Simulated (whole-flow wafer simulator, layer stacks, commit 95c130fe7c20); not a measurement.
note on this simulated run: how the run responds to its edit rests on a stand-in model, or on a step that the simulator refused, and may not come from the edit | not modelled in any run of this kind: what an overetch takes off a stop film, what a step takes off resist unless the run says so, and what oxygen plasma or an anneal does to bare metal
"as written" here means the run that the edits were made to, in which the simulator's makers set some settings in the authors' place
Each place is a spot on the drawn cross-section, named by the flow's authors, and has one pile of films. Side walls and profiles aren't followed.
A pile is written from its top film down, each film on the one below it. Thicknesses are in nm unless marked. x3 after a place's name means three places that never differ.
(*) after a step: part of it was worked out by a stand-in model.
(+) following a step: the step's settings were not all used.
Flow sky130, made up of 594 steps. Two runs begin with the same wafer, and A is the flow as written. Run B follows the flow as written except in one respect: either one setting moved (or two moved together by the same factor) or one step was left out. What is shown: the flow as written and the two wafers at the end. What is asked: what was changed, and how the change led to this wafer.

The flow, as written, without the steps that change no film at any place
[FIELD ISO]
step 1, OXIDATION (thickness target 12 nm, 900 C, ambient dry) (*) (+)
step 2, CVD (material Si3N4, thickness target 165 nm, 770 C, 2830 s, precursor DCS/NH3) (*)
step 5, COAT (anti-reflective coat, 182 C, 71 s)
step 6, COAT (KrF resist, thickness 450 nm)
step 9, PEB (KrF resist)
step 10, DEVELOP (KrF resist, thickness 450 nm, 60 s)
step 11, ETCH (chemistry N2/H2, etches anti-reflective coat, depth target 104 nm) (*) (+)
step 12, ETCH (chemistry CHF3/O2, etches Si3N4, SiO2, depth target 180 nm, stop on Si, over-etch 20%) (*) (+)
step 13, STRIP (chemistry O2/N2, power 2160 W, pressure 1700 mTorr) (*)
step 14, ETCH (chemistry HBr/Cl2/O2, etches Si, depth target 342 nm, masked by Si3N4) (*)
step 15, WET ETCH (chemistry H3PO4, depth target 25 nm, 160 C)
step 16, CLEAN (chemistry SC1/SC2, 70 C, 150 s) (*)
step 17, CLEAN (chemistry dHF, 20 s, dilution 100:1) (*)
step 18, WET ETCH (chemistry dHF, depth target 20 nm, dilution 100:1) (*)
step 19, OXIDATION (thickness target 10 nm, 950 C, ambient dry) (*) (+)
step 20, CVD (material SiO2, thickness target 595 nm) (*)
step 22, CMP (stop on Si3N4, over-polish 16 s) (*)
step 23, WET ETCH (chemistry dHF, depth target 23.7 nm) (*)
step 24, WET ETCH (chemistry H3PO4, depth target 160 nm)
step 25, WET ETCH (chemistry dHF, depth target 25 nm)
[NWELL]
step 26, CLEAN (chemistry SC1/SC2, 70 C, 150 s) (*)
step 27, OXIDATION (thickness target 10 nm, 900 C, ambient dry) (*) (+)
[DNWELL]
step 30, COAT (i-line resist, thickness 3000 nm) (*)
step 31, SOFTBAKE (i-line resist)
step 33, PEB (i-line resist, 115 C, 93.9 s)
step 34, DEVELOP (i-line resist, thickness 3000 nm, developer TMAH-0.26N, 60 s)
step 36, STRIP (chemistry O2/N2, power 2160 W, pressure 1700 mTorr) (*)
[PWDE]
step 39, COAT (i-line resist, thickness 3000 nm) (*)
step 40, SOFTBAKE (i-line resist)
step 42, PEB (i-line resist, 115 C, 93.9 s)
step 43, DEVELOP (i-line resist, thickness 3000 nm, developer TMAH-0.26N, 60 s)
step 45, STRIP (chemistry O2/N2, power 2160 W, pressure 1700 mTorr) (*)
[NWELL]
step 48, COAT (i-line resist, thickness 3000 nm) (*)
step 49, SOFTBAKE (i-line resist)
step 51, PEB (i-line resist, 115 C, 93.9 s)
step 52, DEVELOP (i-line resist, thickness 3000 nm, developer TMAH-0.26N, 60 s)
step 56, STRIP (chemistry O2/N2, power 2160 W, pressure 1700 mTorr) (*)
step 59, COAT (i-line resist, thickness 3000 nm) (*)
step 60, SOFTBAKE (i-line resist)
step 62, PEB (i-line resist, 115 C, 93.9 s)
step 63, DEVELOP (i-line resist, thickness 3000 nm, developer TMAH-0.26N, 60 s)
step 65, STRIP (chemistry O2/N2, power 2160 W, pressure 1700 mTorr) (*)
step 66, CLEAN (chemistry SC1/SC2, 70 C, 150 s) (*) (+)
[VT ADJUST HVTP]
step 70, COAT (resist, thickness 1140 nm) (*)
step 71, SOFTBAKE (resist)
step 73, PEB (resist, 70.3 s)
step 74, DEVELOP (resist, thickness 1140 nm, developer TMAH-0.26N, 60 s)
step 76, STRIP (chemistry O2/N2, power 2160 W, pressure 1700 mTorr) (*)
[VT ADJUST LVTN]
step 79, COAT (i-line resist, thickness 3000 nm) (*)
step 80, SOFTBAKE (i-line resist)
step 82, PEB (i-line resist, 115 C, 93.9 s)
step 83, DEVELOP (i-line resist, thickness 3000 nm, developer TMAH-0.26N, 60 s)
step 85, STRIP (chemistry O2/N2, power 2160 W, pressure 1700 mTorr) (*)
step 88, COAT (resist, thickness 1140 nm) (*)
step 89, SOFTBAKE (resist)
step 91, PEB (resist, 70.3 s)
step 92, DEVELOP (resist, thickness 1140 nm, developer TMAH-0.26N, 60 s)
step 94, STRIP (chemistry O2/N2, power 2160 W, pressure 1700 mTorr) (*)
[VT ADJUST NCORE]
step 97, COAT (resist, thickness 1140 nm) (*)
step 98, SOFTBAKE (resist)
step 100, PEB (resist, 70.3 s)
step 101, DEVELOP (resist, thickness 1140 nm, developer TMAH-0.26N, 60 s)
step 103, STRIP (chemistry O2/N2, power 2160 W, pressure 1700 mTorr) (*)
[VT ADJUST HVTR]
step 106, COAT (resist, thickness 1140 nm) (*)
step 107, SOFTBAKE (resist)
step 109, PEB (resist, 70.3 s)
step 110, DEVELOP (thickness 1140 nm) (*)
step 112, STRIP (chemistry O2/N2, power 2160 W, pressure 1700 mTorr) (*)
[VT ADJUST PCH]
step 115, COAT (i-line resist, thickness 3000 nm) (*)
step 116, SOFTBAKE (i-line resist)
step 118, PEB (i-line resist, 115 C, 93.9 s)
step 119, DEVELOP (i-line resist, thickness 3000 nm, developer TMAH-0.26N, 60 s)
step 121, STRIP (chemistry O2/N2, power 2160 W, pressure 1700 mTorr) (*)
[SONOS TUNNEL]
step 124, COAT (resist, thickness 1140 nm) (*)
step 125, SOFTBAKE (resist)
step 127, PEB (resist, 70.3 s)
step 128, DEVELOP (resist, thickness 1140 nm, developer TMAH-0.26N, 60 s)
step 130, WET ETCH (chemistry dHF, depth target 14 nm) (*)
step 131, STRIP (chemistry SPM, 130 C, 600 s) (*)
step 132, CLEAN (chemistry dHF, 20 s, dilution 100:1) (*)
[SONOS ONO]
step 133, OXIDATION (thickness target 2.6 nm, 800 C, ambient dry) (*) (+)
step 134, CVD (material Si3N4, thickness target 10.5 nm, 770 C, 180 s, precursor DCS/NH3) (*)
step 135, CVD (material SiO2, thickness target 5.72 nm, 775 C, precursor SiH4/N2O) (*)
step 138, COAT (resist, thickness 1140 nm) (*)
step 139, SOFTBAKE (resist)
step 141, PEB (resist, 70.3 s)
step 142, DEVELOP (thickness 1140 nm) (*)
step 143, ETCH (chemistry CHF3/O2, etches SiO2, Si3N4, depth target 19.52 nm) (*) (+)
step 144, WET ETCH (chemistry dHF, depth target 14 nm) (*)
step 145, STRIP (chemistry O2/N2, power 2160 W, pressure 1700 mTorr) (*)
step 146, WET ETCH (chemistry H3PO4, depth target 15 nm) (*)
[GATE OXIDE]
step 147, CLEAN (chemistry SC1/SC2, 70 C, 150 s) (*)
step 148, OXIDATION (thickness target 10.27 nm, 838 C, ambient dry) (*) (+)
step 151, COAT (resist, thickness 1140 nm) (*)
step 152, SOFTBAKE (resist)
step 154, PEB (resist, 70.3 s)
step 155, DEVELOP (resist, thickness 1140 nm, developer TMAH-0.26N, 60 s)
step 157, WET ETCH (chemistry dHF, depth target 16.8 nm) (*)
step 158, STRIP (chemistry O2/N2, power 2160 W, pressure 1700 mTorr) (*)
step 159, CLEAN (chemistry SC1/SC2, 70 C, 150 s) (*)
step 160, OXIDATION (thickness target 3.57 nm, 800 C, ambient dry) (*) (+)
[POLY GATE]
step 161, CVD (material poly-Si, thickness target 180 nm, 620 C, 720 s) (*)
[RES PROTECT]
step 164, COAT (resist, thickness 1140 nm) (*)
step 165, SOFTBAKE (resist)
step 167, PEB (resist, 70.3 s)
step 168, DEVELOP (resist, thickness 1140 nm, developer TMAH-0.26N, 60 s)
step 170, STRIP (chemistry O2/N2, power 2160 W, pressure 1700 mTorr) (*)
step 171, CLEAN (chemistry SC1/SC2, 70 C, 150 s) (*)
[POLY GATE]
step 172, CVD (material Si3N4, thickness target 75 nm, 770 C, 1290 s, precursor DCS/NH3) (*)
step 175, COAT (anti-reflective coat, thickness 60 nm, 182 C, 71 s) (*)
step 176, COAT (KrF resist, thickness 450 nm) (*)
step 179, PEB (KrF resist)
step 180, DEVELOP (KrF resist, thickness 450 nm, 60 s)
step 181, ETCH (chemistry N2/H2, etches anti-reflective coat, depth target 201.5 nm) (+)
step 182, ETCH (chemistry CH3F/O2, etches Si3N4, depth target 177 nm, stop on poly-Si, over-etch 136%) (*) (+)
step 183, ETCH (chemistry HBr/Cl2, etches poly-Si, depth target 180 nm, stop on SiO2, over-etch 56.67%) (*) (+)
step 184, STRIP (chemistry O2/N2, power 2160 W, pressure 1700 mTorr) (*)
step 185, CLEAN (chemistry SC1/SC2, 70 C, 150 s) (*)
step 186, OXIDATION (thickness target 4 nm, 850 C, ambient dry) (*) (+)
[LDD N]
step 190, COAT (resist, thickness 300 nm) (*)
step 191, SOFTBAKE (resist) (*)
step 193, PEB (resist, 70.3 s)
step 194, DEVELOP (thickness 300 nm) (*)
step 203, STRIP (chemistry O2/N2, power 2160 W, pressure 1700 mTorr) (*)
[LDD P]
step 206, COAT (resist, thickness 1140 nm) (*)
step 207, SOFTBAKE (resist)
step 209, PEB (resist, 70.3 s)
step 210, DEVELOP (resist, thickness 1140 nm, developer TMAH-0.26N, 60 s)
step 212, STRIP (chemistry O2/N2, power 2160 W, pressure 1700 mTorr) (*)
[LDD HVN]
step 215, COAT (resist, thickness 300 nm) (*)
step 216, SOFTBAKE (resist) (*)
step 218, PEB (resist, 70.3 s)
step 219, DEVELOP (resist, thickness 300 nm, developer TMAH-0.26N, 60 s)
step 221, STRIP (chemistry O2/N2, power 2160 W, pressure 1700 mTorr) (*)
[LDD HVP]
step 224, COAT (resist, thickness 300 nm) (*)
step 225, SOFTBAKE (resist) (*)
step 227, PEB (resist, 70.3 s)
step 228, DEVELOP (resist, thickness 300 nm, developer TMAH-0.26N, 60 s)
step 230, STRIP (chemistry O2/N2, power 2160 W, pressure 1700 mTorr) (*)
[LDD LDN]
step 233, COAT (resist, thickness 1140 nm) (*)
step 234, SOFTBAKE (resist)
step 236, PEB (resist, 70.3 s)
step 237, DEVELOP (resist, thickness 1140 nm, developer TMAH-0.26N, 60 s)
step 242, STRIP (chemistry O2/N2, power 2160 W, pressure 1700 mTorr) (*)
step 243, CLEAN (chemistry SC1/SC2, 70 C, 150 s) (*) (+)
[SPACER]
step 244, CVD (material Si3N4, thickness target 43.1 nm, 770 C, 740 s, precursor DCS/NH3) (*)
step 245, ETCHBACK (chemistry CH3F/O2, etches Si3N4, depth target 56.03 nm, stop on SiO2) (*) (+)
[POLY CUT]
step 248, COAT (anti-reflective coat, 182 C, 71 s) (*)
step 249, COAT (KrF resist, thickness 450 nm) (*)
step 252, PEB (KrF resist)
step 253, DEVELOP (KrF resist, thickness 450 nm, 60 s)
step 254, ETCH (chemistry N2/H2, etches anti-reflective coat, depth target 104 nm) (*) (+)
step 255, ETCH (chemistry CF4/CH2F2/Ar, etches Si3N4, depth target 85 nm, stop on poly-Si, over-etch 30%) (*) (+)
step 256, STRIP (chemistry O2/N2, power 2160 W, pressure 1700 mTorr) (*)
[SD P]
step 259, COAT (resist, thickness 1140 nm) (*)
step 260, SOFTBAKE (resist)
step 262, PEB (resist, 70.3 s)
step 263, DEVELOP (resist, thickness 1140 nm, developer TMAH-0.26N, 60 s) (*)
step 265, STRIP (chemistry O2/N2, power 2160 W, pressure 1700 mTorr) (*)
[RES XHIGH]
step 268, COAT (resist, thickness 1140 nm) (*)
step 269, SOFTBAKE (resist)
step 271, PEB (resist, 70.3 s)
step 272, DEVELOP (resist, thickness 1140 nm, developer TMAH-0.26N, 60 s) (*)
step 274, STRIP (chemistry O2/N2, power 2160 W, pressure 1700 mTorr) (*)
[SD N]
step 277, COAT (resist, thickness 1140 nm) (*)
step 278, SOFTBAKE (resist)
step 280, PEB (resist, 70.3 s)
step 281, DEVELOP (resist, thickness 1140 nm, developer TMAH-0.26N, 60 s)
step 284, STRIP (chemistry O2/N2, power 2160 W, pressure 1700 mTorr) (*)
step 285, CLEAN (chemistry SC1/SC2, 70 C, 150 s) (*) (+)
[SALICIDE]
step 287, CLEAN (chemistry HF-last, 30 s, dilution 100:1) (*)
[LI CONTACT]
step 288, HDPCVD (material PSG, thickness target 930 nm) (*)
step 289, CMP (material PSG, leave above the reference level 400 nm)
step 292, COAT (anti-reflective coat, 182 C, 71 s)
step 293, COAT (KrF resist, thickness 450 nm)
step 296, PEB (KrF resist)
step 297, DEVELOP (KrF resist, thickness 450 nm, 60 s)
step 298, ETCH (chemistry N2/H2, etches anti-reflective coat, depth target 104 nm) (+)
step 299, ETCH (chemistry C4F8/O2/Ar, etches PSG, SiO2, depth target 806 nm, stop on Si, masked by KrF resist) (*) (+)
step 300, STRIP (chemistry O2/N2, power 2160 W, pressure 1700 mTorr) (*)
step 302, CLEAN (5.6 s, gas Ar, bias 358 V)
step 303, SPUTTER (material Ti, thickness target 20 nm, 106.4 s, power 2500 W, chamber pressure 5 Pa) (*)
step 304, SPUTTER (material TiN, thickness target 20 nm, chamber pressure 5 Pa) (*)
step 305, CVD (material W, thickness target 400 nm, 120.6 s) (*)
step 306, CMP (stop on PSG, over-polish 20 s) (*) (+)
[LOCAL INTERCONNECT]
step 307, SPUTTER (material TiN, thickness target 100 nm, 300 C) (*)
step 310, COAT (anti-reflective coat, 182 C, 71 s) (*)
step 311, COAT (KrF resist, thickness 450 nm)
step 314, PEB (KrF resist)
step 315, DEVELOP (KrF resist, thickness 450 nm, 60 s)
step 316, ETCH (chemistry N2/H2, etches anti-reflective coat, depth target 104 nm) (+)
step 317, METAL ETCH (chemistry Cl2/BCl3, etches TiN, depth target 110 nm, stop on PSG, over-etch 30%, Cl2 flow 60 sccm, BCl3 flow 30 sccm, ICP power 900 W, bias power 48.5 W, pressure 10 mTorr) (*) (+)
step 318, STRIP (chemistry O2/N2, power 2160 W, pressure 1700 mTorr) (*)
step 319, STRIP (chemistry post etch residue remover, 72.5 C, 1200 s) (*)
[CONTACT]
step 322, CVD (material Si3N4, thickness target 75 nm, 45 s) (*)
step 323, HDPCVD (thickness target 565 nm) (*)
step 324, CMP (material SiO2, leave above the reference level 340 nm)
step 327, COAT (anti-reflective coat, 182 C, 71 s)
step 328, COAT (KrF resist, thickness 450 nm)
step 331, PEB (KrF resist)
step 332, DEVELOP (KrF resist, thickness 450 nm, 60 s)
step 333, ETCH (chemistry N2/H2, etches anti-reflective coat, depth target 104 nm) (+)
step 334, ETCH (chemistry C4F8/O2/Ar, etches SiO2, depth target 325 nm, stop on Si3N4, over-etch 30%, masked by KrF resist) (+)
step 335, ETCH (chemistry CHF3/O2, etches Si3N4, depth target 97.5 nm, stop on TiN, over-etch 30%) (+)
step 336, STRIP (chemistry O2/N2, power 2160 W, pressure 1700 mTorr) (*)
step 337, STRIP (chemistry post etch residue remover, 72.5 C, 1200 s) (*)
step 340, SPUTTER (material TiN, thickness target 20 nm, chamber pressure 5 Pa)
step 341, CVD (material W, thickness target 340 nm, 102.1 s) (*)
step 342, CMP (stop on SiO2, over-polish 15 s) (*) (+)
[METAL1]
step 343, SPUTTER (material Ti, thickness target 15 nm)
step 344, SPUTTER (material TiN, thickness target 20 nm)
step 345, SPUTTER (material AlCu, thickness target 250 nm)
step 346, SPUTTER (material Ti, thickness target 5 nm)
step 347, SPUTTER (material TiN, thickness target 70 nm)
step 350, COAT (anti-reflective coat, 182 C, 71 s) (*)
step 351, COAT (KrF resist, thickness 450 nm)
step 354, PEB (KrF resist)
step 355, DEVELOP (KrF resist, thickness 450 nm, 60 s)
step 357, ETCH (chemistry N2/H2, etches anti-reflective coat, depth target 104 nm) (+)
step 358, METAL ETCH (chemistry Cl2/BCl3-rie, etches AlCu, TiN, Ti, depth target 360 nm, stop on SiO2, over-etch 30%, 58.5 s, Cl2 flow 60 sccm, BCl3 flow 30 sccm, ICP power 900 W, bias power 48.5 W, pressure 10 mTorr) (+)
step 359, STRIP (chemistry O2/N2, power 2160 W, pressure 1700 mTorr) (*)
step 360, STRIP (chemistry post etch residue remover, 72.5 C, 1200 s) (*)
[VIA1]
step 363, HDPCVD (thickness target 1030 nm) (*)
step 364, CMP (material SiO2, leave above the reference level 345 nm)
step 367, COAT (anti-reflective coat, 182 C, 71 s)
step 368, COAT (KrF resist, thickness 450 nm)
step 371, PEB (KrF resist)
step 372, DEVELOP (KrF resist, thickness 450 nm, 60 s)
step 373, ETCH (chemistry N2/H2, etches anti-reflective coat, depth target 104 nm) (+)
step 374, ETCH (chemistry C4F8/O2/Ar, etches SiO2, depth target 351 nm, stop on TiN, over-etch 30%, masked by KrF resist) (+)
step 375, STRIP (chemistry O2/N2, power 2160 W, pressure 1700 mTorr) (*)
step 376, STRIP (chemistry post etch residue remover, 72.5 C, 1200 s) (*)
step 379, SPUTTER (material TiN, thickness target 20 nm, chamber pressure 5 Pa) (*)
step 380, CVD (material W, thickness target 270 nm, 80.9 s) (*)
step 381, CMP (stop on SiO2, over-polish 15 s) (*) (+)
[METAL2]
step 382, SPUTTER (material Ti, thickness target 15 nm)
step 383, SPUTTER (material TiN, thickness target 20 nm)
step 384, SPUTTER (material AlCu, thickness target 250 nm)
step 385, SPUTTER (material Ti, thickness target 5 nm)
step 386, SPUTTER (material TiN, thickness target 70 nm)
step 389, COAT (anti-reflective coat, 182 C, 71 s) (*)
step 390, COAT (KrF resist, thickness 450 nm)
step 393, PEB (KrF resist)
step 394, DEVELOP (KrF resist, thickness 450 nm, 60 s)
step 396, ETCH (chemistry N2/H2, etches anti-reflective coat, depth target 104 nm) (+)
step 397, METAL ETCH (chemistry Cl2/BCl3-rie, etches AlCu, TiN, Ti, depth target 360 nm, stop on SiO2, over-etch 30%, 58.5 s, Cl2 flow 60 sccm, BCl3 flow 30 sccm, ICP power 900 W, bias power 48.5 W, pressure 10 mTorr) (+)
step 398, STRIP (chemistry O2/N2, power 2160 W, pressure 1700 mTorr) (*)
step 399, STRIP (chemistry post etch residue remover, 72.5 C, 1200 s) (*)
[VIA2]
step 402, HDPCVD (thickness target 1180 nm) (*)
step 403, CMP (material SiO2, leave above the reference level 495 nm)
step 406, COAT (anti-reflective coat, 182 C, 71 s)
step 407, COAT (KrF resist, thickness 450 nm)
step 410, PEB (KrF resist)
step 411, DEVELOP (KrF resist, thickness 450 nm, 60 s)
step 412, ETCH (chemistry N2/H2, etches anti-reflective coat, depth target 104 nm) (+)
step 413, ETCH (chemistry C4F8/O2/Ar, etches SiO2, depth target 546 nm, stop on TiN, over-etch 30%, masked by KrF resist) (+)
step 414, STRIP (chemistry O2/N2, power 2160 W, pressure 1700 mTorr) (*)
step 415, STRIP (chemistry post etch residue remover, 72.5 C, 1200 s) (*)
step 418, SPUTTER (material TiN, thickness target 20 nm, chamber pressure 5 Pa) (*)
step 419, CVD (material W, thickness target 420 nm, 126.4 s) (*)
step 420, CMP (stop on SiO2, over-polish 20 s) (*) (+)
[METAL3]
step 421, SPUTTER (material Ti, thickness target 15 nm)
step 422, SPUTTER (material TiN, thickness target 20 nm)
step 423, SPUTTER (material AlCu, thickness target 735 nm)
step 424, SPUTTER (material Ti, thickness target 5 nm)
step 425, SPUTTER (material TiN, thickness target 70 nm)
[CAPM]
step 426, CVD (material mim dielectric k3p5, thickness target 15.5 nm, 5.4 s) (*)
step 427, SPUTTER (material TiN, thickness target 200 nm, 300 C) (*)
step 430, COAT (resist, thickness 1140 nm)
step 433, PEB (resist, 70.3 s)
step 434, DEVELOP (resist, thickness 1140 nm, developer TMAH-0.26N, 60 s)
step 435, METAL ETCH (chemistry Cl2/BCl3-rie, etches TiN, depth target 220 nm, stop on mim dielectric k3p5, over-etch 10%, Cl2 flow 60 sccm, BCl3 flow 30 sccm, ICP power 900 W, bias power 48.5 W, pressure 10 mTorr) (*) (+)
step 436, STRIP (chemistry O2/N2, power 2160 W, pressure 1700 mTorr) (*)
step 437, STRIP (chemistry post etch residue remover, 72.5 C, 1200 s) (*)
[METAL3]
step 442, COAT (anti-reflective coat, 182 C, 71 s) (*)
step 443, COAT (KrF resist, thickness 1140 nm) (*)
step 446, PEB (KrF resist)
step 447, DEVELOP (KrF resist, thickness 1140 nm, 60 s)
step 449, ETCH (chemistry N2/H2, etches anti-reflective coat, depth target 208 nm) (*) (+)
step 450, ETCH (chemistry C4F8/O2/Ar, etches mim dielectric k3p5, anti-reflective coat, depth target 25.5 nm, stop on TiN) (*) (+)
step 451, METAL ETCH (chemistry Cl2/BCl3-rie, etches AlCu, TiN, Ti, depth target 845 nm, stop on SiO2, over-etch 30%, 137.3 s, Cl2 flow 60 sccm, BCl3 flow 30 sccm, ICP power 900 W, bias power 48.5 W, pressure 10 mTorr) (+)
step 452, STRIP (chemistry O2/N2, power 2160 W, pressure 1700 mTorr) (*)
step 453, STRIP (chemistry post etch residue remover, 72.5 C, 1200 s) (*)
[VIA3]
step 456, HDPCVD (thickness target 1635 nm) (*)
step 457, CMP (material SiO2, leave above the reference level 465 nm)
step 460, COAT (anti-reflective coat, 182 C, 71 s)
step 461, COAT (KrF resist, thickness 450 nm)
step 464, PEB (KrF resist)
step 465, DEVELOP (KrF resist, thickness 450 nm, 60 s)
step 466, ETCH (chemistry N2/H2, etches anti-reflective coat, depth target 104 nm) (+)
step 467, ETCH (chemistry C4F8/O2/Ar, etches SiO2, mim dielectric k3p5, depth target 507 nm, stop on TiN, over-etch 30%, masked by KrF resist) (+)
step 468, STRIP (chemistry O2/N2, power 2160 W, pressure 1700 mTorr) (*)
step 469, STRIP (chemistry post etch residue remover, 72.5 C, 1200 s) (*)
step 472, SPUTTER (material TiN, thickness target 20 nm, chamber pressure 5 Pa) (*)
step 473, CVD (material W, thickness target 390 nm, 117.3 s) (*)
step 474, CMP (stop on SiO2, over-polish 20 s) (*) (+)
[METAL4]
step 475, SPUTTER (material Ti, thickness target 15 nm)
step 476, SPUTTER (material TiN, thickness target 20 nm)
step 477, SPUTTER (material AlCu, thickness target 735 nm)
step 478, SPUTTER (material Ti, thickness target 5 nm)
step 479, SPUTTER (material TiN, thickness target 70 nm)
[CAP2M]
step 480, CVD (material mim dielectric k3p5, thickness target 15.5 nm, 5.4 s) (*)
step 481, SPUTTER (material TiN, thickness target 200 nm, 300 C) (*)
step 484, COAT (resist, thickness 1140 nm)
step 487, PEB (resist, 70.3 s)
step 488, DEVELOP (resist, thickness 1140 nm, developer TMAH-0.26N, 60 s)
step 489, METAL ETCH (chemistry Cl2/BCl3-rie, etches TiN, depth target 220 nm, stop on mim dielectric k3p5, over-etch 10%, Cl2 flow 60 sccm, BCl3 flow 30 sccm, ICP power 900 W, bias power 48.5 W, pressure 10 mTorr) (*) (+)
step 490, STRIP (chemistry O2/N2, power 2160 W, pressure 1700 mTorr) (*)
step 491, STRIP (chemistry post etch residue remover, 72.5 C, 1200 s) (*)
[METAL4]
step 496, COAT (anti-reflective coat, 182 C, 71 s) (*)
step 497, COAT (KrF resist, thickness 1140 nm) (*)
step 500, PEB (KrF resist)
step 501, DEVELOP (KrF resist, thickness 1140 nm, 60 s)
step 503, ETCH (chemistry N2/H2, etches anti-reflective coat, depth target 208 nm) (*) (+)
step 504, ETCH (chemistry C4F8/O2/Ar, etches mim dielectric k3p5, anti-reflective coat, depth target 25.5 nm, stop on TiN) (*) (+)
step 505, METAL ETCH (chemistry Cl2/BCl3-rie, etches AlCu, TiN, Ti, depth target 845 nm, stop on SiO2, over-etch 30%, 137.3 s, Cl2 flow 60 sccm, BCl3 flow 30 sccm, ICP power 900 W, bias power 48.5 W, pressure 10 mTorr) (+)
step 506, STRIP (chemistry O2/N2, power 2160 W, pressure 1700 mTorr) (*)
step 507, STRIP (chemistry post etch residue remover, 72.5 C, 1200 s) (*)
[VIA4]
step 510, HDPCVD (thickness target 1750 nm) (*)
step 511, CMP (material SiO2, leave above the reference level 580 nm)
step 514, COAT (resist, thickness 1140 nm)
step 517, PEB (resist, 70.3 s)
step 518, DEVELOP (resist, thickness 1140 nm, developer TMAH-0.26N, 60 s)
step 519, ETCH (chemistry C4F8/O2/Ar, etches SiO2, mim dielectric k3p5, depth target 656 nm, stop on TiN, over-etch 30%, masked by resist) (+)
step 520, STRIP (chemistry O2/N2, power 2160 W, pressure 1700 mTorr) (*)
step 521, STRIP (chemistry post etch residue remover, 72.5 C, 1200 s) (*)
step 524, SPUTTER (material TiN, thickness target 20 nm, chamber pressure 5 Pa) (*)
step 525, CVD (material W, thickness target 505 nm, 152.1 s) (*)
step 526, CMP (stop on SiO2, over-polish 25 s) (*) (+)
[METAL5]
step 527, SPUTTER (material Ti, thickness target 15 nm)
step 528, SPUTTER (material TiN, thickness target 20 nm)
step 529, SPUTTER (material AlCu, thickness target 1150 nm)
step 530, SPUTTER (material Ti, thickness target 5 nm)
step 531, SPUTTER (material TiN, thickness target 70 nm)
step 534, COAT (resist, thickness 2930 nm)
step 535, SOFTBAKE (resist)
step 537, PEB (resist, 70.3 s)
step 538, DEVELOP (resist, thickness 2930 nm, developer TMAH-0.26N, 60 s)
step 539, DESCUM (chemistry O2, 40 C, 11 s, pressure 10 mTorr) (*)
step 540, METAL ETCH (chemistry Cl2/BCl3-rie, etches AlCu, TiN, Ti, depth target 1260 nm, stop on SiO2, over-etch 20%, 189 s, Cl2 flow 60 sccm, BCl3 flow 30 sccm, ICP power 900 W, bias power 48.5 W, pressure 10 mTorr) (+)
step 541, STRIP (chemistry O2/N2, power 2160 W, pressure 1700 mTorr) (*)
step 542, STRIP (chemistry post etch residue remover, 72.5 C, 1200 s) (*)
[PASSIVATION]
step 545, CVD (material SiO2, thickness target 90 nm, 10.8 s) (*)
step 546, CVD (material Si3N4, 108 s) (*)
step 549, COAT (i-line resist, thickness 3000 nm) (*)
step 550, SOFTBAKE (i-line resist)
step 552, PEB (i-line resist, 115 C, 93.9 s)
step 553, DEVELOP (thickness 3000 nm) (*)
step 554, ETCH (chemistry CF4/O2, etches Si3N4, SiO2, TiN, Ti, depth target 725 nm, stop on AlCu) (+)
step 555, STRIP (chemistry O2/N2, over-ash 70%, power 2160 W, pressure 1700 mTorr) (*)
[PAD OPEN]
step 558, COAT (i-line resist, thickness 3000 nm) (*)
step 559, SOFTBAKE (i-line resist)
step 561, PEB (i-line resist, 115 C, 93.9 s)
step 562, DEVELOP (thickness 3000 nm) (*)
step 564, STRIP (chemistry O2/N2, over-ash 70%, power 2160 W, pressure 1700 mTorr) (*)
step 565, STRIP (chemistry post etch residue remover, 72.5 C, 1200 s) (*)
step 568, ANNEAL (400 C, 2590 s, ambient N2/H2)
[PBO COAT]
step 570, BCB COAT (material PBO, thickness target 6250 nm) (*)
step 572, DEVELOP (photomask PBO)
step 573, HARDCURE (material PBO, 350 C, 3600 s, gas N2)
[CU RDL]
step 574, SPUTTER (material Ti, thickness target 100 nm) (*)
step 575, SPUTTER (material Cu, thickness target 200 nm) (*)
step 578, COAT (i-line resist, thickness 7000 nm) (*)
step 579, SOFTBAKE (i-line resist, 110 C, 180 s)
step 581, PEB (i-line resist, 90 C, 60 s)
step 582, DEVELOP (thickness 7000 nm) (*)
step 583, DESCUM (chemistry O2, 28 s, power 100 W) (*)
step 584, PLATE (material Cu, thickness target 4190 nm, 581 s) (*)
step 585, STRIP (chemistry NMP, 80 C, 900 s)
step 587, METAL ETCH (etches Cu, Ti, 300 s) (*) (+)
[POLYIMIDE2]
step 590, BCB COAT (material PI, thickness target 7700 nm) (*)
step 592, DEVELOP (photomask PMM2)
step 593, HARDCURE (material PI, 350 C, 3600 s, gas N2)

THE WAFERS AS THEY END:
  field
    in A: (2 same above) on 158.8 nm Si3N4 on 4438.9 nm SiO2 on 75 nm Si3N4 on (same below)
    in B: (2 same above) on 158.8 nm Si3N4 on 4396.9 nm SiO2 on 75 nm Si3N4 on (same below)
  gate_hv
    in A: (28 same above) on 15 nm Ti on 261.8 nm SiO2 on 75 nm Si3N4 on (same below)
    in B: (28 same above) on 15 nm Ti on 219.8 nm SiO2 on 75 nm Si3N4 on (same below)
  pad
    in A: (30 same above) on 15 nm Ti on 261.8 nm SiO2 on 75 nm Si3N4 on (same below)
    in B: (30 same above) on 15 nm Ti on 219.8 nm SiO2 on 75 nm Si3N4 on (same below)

Cause: step 324, CMP: leave above the reference level 298 nm was run, though the flow has leave above the reference level 340 nm.

How this came from the change, step by step:
  step 324, CMP (material SiO2, leave above the reference level 340 nm)
      n_well, p_well, gate_hv and 93 more: A -300 SiO2 | B -342 SiO2
      field, active, gate and 88 more: A -200.4 SiO2 | B -242.4 SiO2
      (as well as at 4 more places)
  step 334, ETCH (chemistry C4F8/O2/Ar, etches SiO2, depth target 325 nm, stop on Si3N4, over-etch 30%, masked by KrF resist) (+)
      poly_licon, ndiff_licon, ndiff_licon_cpp, rpo_hd_licon: A -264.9 SiO2 (all of it) | B -222.9 SiO2 (all of it)
  step 340, SPUTTER (material TiN, thickness target 20 nm, chamber pressure 5 Pa)
      ndiff_licon, ndiff_licon_cpp, rpo_hd_licon: A +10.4 TiN | B +11.1 TiN
  step 341, CVD (material W, thickness target 340 nm, 102.1 s) (*)
      ndiff_licon_cpp, rpo_hd_licon: A +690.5 W (new film) | B +647.8 W (new film)
      ndiff_licon: A +690.5 W (new film) | B +647.9 W (new film)
  step 342, CMP (stop on SiO2, over-polish 15 s) (*) (+)
      poly_licon: A -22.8 W | B -64.8 W
